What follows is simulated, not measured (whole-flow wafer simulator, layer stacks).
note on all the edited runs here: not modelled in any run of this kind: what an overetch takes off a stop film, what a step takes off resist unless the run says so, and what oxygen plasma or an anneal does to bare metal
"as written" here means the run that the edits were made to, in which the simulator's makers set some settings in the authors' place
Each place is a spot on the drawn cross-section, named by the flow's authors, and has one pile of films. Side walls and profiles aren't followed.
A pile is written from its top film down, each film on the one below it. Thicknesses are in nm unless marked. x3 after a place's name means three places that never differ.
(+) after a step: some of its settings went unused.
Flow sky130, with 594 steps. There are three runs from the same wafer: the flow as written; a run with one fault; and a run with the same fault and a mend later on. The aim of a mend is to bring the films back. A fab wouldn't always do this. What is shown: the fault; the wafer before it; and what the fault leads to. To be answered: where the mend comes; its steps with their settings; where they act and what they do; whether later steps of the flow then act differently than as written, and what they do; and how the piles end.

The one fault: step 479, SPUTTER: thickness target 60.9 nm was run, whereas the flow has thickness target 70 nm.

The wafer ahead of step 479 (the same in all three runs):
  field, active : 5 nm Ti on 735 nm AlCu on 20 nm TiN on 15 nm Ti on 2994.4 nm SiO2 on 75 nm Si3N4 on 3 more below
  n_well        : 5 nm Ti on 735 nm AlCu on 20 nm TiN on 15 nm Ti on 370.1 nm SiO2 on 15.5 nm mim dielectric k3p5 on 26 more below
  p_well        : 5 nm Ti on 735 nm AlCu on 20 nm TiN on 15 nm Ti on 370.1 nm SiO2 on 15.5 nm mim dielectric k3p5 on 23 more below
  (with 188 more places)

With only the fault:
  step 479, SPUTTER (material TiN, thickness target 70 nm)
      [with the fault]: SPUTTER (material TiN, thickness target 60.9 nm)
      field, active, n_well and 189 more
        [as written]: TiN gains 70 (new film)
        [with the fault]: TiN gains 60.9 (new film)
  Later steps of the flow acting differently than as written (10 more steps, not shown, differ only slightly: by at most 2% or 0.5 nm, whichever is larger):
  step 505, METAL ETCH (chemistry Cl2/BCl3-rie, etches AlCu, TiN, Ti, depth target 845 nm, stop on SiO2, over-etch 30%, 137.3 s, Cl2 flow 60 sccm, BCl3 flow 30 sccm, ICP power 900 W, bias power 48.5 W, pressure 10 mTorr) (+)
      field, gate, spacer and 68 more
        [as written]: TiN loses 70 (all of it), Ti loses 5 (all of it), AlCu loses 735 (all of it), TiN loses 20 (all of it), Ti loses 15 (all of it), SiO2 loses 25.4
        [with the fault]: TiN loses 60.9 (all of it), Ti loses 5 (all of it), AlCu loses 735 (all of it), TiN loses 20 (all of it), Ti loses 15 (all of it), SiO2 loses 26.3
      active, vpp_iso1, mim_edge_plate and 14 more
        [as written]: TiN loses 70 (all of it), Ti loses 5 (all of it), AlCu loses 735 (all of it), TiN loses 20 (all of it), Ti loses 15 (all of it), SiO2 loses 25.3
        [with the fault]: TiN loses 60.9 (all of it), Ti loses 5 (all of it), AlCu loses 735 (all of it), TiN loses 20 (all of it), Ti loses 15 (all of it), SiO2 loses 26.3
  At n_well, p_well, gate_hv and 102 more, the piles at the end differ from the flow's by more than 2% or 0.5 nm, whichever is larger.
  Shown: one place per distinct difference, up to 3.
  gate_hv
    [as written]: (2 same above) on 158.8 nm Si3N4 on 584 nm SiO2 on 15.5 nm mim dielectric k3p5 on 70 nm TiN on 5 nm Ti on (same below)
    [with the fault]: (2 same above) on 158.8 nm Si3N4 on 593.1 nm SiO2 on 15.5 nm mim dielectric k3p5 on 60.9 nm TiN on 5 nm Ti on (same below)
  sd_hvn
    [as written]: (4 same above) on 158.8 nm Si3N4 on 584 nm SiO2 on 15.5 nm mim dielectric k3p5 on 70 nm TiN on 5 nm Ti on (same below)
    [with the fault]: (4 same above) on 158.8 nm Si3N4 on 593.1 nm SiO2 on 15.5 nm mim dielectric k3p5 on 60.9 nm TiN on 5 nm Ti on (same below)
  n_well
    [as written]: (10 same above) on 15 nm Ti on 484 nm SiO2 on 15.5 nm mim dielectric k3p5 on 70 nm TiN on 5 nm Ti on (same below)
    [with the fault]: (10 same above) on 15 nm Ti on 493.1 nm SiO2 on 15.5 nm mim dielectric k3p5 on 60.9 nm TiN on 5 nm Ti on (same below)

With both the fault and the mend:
  The mend stands after step 479.
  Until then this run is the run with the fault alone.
  step 479a, SPUTTER (material TiN, thickness target 9.1 nm) (the flow's step 479, run once more with other settings)
      field, active, n_well and 189 more
        TiN gains 9.1
  Every later step of the flow that is run acts as written at every place that is followed.
  At every place that both follow, the piles at the end match the flow's.
